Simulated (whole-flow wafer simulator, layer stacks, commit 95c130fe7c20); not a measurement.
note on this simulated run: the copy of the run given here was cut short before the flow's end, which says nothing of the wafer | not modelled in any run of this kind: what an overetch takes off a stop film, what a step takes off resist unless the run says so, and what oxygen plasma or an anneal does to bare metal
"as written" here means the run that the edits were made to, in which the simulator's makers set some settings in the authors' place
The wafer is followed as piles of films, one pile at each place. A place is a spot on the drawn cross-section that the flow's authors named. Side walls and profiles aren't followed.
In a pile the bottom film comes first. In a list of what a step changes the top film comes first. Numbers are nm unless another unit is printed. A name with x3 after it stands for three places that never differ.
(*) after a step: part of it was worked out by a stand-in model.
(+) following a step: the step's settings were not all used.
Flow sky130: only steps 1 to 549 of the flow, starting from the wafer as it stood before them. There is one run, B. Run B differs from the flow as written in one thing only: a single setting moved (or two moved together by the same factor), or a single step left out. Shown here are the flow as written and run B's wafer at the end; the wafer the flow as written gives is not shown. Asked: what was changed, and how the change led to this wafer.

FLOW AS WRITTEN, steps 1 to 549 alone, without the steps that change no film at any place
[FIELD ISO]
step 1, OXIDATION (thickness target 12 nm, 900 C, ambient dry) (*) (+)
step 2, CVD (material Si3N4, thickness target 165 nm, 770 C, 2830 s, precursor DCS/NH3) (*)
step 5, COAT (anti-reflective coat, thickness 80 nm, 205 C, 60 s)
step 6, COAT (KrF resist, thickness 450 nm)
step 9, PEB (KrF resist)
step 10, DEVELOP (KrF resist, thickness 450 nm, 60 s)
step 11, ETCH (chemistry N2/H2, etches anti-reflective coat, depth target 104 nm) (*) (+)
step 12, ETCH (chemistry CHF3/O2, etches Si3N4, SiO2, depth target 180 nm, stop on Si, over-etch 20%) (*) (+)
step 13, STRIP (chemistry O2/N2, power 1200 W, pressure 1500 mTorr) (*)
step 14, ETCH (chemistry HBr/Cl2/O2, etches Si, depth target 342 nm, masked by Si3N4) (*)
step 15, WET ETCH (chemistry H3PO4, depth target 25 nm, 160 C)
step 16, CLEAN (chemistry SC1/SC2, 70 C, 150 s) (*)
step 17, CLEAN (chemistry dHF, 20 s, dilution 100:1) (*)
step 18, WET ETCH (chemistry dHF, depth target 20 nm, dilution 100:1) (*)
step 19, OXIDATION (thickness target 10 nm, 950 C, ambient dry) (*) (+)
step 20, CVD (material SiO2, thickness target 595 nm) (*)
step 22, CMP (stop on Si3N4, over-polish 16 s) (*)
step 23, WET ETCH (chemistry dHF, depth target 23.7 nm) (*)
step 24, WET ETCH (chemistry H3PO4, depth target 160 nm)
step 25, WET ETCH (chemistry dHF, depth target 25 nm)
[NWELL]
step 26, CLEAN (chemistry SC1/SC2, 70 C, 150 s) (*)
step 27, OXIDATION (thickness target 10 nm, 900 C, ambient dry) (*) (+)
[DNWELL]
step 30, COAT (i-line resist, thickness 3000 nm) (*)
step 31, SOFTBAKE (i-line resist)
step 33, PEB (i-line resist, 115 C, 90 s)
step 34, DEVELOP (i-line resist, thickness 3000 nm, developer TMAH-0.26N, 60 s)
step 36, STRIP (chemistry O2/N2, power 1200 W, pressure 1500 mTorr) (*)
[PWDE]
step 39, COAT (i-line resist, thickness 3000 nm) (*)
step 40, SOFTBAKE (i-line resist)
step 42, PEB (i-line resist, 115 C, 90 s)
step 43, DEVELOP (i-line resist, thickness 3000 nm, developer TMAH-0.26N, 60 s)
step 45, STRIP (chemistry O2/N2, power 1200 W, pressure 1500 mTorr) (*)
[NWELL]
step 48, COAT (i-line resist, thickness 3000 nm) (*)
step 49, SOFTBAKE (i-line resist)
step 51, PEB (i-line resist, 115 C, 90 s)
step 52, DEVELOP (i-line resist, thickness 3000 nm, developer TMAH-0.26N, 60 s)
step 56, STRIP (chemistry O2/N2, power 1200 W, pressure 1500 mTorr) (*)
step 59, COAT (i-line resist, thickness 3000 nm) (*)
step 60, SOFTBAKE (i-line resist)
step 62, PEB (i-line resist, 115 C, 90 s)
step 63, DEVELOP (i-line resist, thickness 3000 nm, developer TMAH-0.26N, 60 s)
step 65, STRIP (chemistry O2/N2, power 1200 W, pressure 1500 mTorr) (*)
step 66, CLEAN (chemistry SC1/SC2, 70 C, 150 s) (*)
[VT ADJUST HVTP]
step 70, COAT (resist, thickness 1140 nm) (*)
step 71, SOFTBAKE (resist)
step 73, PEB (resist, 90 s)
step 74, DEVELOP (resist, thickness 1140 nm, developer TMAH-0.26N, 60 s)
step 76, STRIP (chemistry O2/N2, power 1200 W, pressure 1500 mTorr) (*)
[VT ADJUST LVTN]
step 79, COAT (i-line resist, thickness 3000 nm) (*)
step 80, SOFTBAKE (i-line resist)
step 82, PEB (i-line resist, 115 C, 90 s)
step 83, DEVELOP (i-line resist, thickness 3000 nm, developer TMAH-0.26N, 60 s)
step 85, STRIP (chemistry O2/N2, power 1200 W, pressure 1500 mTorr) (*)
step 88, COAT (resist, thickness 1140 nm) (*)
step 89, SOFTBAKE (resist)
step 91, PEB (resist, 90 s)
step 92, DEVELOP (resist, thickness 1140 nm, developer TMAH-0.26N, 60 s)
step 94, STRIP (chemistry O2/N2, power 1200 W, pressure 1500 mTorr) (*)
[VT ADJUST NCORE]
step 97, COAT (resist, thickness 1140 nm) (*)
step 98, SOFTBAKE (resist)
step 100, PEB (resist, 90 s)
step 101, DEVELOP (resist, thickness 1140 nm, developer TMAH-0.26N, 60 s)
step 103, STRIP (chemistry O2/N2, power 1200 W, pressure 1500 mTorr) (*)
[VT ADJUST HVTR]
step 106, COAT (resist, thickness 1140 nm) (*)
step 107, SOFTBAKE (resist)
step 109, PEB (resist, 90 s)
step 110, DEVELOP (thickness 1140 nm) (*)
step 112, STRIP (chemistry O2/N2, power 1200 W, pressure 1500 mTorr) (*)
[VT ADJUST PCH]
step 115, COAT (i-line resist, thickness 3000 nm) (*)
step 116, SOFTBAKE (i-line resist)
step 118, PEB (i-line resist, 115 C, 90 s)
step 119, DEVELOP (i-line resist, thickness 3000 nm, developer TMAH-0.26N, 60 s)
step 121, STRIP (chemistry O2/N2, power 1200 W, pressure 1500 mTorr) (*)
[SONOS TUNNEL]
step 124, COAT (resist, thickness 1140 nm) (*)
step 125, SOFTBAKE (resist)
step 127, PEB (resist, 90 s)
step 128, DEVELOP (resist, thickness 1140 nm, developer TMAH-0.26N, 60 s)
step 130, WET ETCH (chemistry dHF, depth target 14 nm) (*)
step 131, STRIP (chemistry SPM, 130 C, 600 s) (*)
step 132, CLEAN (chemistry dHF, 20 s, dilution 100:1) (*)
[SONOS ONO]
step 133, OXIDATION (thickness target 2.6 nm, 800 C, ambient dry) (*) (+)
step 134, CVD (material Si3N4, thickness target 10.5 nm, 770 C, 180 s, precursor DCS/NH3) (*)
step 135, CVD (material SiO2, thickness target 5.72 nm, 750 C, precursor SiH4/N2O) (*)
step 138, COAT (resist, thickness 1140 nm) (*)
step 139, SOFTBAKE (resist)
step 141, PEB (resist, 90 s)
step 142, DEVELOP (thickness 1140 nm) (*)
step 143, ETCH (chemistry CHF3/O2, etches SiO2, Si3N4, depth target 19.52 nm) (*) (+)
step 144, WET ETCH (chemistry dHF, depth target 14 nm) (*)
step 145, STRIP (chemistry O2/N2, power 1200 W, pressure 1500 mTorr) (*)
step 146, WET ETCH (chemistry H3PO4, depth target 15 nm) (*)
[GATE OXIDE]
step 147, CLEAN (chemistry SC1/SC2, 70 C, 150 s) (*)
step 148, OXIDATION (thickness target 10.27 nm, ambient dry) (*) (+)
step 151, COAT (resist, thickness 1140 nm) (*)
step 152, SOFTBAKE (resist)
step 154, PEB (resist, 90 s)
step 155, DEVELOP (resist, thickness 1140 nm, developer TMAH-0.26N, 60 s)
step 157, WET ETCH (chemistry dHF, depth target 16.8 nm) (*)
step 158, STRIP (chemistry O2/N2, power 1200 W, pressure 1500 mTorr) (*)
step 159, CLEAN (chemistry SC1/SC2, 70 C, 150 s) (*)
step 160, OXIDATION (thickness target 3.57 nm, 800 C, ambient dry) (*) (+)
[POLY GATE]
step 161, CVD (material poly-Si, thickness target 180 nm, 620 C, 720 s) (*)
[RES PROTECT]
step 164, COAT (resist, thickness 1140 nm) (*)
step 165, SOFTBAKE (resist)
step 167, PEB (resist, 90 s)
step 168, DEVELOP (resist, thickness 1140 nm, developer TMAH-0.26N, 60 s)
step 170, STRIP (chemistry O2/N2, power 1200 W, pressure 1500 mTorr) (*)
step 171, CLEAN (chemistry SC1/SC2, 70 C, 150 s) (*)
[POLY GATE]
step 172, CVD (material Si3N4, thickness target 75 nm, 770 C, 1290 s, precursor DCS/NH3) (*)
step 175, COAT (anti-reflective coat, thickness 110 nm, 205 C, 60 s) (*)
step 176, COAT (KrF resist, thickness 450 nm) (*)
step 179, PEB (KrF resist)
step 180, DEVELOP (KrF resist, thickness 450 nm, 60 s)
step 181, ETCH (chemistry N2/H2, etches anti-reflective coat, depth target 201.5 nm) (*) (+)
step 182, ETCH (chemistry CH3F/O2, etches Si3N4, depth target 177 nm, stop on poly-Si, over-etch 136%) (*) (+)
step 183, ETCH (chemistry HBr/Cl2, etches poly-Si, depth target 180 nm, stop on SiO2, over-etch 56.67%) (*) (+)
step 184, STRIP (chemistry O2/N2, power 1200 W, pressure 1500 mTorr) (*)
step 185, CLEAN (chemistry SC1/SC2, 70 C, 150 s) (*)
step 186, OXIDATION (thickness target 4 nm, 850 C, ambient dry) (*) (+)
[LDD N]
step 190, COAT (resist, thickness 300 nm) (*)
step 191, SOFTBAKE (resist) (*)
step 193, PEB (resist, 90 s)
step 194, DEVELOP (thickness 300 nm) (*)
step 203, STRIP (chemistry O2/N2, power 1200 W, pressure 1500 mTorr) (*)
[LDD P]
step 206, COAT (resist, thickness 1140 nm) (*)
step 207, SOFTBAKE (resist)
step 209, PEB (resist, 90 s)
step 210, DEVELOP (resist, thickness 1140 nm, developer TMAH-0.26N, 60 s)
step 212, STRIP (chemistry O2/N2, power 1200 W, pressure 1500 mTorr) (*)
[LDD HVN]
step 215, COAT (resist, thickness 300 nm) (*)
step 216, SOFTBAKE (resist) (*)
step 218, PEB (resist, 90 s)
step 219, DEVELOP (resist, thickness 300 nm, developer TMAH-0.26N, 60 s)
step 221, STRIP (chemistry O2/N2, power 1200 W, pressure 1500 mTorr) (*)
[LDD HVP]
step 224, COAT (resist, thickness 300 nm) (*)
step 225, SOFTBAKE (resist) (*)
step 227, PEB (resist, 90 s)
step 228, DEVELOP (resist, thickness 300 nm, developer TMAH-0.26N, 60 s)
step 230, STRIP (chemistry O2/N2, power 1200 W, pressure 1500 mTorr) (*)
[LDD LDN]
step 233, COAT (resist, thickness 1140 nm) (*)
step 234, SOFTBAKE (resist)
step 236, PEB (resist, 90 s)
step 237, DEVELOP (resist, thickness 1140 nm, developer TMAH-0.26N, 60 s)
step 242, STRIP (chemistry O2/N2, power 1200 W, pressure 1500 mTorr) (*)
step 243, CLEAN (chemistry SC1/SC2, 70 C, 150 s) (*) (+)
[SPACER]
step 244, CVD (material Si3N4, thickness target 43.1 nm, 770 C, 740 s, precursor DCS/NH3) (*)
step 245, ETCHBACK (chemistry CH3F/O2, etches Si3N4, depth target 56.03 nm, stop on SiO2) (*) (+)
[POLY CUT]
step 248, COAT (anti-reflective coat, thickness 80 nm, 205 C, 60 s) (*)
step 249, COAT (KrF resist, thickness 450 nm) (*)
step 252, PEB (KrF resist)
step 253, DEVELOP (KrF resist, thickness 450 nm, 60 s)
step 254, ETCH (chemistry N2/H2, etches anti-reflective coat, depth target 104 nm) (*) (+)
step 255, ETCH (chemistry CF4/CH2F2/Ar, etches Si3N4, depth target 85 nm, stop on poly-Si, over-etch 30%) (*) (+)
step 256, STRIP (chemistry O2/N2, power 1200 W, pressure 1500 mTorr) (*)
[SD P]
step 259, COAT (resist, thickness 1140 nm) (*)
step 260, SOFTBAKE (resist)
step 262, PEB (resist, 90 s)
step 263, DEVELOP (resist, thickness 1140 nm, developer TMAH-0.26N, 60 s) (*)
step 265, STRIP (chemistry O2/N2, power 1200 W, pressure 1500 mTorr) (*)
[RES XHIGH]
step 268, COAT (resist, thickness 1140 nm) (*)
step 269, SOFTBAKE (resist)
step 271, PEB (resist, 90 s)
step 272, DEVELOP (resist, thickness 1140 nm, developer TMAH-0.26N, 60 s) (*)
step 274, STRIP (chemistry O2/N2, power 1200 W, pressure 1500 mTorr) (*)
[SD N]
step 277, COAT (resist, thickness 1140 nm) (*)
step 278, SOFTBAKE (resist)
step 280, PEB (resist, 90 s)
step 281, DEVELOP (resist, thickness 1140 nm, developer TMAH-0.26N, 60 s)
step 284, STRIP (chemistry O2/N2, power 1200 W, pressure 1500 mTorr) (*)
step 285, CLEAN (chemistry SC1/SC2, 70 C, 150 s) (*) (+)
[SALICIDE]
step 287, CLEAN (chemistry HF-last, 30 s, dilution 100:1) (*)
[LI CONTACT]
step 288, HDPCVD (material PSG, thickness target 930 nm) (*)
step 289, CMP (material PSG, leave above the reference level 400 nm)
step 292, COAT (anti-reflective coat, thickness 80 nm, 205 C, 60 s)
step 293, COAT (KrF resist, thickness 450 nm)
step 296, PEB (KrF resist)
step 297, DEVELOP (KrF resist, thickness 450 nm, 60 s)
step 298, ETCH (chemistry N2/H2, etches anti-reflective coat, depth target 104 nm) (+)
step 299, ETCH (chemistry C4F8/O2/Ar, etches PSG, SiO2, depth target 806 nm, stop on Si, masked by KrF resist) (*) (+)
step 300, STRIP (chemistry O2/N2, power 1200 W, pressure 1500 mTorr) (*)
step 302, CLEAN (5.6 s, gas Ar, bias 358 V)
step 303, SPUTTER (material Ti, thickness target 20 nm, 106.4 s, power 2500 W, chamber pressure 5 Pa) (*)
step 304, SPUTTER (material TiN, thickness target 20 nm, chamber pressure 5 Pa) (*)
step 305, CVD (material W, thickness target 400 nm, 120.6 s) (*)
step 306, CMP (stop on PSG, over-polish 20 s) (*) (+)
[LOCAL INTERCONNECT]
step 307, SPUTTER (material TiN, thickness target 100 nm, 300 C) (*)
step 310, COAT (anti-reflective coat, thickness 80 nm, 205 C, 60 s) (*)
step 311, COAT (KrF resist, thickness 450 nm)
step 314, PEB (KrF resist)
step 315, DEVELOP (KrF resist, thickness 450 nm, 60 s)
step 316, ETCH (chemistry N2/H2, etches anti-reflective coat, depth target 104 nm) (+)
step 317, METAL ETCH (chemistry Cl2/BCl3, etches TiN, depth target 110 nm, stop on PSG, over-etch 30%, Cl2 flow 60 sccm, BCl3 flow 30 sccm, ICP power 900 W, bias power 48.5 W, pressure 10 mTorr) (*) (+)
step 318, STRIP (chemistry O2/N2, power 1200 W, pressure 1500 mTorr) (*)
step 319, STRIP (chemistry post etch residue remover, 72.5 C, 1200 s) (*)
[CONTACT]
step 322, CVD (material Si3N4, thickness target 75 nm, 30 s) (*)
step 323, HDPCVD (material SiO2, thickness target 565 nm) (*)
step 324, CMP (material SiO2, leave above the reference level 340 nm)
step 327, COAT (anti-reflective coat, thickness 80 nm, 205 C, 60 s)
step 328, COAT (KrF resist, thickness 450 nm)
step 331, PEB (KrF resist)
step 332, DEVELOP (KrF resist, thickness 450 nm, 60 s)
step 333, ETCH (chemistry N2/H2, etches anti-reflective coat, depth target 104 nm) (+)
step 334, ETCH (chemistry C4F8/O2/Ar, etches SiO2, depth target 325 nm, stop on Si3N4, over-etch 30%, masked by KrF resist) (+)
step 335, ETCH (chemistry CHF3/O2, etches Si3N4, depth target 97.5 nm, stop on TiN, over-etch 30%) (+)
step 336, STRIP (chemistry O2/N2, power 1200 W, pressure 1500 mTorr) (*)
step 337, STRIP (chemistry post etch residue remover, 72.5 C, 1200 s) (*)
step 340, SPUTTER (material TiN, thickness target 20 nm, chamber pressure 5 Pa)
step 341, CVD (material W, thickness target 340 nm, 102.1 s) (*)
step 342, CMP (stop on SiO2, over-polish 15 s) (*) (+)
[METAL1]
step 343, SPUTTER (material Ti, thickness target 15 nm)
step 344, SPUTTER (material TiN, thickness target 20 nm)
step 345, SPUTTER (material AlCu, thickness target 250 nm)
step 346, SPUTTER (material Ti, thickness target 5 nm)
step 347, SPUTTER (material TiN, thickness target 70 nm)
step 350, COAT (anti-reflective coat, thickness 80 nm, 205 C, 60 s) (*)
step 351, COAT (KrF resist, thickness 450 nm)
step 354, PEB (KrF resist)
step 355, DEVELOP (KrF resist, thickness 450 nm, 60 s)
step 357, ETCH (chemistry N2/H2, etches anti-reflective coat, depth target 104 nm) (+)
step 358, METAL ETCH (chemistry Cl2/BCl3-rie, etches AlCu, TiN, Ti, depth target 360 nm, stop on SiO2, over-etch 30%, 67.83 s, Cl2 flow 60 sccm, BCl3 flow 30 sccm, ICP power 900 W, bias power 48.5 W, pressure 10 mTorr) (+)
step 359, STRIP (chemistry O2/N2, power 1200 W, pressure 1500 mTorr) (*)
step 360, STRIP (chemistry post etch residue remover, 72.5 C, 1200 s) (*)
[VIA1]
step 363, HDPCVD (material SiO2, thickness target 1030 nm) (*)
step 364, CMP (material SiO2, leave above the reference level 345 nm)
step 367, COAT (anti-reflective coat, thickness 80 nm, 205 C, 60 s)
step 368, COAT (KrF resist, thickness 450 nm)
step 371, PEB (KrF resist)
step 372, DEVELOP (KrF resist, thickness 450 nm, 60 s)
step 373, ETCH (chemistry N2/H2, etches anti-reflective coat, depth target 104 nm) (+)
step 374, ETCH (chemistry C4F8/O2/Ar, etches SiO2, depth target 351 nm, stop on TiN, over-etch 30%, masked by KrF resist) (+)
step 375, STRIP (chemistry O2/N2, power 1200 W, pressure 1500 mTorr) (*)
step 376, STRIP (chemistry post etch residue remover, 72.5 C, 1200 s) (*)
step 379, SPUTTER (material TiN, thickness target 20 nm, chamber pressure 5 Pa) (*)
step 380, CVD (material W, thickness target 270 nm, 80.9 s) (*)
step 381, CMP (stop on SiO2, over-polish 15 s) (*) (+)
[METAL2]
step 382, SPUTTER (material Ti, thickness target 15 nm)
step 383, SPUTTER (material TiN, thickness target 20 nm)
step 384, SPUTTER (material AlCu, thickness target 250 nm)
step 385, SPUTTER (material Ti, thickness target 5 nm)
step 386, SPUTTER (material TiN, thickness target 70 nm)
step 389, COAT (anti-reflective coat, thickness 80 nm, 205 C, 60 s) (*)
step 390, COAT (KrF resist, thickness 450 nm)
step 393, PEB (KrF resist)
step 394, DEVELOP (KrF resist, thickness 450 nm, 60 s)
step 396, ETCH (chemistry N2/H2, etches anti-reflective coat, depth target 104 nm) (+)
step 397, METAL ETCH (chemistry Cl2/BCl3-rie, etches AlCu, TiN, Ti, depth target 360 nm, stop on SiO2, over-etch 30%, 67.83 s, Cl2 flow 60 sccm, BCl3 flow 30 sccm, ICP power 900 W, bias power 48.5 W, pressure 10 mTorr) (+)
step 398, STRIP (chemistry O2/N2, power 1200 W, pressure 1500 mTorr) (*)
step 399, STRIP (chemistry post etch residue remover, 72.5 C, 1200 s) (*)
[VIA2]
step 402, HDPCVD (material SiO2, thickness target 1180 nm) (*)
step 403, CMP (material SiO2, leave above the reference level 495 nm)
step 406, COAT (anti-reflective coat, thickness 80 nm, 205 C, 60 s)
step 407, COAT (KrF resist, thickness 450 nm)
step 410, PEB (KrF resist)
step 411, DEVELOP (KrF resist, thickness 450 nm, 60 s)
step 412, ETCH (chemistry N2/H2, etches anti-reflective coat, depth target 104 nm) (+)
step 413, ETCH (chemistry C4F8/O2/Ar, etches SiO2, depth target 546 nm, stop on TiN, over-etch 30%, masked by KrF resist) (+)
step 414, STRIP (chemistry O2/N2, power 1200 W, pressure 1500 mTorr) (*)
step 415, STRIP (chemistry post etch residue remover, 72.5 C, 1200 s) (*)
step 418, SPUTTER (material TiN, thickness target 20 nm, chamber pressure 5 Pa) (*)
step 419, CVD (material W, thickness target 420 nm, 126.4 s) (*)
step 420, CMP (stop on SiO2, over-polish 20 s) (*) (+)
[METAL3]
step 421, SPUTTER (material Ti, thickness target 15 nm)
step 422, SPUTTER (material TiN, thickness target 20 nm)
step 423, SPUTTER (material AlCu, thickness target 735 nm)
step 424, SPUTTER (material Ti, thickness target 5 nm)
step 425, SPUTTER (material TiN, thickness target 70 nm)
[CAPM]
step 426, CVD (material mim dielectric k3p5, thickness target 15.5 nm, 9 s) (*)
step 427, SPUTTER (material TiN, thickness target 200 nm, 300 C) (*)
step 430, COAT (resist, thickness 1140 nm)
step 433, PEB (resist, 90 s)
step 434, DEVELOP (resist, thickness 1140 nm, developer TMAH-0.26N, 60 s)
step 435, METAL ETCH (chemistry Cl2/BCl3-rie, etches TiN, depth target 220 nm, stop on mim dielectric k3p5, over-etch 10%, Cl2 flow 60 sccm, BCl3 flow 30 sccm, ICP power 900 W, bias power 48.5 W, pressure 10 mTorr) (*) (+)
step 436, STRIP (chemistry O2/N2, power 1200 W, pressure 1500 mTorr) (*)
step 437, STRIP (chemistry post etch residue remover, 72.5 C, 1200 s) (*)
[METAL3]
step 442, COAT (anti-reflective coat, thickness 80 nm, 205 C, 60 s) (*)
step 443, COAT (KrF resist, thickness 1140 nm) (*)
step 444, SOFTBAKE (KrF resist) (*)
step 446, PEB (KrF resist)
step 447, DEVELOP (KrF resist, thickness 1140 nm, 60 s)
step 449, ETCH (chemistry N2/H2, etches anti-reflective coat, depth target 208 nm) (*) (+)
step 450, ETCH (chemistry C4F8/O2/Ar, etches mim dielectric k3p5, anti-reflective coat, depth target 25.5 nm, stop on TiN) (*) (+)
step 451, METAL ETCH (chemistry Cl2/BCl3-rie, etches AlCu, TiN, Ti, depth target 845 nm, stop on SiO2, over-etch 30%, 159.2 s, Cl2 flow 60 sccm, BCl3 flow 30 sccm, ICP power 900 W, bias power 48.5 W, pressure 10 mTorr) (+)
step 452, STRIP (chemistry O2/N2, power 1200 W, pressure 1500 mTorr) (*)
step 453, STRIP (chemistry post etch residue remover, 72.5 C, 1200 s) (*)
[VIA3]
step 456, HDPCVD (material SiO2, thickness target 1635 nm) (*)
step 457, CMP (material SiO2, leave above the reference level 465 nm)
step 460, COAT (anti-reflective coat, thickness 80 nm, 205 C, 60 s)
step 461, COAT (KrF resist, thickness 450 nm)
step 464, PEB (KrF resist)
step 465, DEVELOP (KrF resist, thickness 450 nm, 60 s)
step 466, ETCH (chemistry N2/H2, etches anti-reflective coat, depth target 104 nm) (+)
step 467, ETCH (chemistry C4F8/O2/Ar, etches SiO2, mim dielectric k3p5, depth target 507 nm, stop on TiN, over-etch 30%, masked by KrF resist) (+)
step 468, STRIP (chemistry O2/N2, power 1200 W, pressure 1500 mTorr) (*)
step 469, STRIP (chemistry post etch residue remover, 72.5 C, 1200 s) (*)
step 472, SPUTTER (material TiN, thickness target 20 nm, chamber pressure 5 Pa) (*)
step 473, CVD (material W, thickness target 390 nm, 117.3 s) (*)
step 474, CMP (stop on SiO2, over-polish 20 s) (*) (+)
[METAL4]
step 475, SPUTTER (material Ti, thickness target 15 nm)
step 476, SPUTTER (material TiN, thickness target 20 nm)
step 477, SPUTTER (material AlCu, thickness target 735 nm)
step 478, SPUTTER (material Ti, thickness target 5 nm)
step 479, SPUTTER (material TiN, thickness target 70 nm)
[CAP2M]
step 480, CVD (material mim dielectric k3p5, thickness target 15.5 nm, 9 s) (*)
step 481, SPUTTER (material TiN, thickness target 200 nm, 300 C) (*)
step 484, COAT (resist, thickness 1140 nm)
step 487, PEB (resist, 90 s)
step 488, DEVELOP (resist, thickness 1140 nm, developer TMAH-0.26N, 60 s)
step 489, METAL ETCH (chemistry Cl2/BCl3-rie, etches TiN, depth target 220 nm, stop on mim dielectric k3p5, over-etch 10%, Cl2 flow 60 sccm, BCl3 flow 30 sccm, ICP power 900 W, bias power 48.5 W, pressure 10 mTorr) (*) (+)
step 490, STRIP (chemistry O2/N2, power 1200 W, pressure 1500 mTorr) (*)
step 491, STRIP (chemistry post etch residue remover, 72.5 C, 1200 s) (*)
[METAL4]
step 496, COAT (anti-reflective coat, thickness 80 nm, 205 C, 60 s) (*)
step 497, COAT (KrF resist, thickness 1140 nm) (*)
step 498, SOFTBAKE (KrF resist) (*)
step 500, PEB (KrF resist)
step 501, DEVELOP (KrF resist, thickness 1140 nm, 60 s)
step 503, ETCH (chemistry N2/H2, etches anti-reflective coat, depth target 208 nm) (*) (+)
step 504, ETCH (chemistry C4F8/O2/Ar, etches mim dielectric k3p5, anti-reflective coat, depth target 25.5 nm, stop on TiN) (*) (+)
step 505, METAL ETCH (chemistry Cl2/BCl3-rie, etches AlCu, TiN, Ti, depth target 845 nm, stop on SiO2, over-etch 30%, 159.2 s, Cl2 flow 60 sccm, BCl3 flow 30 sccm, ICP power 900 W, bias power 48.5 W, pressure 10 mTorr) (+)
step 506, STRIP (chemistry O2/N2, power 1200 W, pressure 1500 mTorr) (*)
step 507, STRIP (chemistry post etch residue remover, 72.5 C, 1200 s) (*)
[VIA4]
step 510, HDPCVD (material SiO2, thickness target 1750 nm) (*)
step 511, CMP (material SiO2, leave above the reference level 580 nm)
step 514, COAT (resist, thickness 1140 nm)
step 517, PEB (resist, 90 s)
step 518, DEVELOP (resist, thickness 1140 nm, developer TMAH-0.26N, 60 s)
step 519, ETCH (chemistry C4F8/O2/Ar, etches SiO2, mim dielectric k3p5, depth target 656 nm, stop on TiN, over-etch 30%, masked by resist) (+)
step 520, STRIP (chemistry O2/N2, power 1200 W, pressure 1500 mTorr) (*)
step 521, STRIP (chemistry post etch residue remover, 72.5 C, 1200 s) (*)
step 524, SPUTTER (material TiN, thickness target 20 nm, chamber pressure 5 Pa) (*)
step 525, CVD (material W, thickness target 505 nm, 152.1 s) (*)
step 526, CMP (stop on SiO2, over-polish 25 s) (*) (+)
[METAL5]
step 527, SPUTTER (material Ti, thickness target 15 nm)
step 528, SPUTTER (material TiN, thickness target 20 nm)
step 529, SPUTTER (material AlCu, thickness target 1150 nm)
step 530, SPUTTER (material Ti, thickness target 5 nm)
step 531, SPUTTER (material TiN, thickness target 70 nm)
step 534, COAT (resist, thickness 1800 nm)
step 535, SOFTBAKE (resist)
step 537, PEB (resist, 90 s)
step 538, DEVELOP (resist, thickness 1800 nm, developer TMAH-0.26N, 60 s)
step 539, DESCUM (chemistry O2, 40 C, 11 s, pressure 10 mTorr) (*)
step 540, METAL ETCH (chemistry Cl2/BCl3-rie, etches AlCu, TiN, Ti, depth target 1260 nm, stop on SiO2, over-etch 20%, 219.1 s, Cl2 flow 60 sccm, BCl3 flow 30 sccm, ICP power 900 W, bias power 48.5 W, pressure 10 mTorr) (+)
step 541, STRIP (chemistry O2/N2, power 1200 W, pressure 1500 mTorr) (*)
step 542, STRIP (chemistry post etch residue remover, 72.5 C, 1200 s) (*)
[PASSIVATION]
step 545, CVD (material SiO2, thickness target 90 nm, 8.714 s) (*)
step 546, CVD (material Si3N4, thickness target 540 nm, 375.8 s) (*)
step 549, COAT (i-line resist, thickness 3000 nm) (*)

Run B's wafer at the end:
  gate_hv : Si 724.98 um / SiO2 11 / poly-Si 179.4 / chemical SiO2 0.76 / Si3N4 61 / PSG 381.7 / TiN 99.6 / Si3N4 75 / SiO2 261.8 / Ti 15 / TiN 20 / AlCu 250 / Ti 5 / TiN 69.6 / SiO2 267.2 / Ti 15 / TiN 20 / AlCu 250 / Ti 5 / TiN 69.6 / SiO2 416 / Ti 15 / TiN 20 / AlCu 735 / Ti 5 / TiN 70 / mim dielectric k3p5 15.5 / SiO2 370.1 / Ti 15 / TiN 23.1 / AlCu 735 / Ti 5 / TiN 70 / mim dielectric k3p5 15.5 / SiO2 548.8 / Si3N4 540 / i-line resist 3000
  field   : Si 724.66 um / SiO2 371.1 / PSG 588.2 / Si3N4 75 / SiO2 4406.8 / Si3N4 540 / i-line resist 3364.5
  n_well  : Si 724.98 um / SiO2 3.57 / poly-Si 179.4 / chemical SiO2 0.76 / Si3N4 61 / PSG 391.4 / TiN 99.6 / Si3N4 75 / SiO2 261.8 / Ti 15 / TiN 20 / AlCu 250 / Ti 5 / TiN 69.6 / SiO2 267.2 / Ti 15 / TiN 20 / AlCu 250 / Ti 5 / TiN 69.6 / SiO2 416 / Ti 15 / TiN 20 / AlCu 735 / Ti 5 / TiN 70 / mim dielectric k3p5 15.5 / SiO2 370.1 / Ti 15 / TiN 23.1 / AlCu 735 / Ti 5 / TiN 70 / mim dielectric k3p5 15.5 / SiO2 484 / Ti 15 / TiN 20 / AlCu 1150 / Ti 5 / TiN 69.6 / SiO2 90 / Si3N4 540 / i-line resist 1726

What caused this: step 476, SPUTTER: thickness target 23.1 nm was run, whereas the flow has thickness target 20 nm.
The wafer lets one read it off: gate_hv has TiN 23.1, and step 476 as written asks for 20 nm.

The path from the change to this, step by step:
  step 476, SPUTTER (material TiN, thickness target 20 nm)
      field, active, n_well and 189 more: TiN gains 23.1 (new film) (it would be, as written: TiN gains 20 (new film))
  step 505, METAL ETCH (chemistry Cl2/BCl3-rie, etches AlCu, TiN, Ti, depth target 845 nm, stop on SiO2, over-etch 30%, 159.2 s, Cl2 flow 60 sccm, BCl3 flow 30 sccm, ICP power 900 W, bias power 48.5 W, pressure 10 mTorr) (+)
      field, active, gate and 70 more: TiN loses 70 (all of it), Ti loses 5 (all of it), AlCu loses 735 (all of it), TiN loses 23.1 (all of it), Ti loses 15 (all of it), SiO2 loses 25 (it would be, as written: TiN loses 70 (all of it), Ti loses 5 (all of it), AlCu loses 735 (all of it), TiN loses 20 (all of it), Ti loses 15 (all of it), SiO2 loses 25.4)
      vpp_iso1, mim_edge_plate, m1_ln and 12 more: TiN loses 70 (all of it), Ti loses 5 (all of it), AlCu loses 735 (all of it), TiN loses 23.1 (all of it), Ti loses 15 (all of it), SiO2 loses 25 (it would be, as written: TiN loses 70 (all of it), Ti loses 5 (all of it), AlCu loses 735 (all of it), TiN loses 20 (all of it), Ti loses 15 (all of it), SiO2 loses 25.3)
